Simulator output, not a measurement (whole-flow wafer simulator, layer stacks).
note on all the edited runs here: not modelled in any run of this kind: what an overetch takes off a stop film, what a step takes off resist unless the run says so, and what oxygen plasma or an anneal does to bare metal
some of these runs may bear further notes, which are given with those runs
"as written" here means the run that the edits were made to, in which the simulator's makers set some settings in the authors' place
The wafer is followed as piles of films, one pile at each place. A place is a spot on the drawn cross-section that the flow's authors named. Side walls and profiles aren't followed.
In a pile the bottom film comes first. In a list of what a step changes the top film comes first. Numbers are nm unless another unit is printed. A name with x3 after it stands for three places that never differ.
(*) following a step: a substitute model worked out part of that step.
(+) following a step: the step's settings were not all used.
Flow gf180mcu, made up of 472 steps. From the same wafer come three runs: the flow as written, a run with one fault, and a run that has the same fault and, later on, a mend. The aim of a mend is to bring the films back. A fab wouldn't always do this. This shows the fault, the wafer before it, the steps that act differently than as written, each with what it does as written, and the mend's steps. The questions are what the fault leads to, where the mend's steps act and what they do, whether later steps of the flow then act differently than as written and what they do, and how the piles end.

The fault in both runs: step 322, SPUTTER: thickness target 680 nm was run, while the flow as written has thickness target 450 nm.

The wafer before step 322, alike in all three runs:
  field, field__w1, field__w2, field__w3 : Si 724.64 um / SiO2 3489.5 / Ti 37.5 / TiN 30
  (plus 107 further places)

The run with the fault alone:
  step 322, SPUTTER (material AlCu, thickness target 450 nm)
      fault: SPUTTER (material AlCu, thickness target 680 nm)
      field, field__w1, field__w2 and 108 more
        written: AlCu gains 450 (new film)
        fault: AlCu gains 680 (new film)
  Steps further on in the flow that do not act as written:
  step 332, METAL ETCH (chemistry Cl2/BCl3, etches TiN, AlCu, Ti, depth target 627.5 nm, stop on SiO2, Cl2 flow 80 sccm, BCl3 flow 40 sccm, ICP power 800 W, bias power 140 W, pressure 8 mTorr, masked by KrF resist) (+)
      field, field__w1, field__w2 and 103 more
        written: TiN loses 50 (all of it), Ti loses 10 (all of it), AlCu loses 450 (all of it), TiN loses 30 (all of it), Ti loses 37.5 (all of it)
        fault: TiN loses 50 (all of it), Ti loses 10 (all of it), AlCu loses 567.5
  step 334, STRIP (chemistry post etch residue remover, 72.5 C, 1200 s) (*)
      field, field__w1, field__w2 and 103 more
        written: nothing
        fault: AlCu loses 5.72
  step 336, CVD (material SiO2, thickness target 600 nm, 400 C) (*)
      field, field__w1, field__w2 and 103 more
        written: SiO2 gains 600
        fault: SiO2 gains 600 (new film)
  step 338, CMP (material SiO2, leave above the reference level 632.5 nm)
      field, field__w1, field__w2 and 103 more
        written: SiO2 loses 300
        fault: SiO2 loses 244.3
  At field, field__w1, field__w2 and 109 more, the piles at the end differ from the flow's by more than 2% or 0.5 nm, whichever is larger.
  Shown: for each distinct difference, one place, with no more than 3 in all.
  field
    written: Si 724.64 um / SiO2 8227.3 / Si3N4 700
    fault: Si 724.64 um / SiO2 3489.5 / Ti 37.5 / TiN 30 / AlCu 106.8 / SiO2 4793.5 / Si3N4 700
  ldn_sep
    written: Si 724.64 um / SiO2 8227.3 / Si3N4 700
    fault: Si 724.64 um / SiO2 3489.4 / Ti 37.5 / TiN 30 / AlCu 106.8 / SiO2 4793.5 / Si3N4 700
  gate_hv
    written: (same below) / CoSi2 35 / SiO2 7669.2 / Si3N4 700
    fault: (same below) / CoSi2 35 / SiO2 2931.3 / Ti 37.5 / TiN 30 / AlCu 106.8 / SiO2 4793.5 / Si3N4 700

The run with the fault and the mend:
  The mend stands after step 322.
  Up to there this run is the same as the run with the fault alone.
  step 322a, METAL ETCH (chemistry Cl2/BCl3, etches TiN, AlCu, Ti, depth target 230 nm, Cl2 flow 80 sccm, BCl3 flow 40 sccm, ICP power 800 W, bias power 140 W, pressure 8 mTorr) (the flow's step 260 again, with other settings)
      field, field__w1, field__w2 and 108 more
        AlCu loses 230
  Every later step of the flow that is run acts as written at every place that is followed.
  The piles end the same as the flow's at every place that both follow.
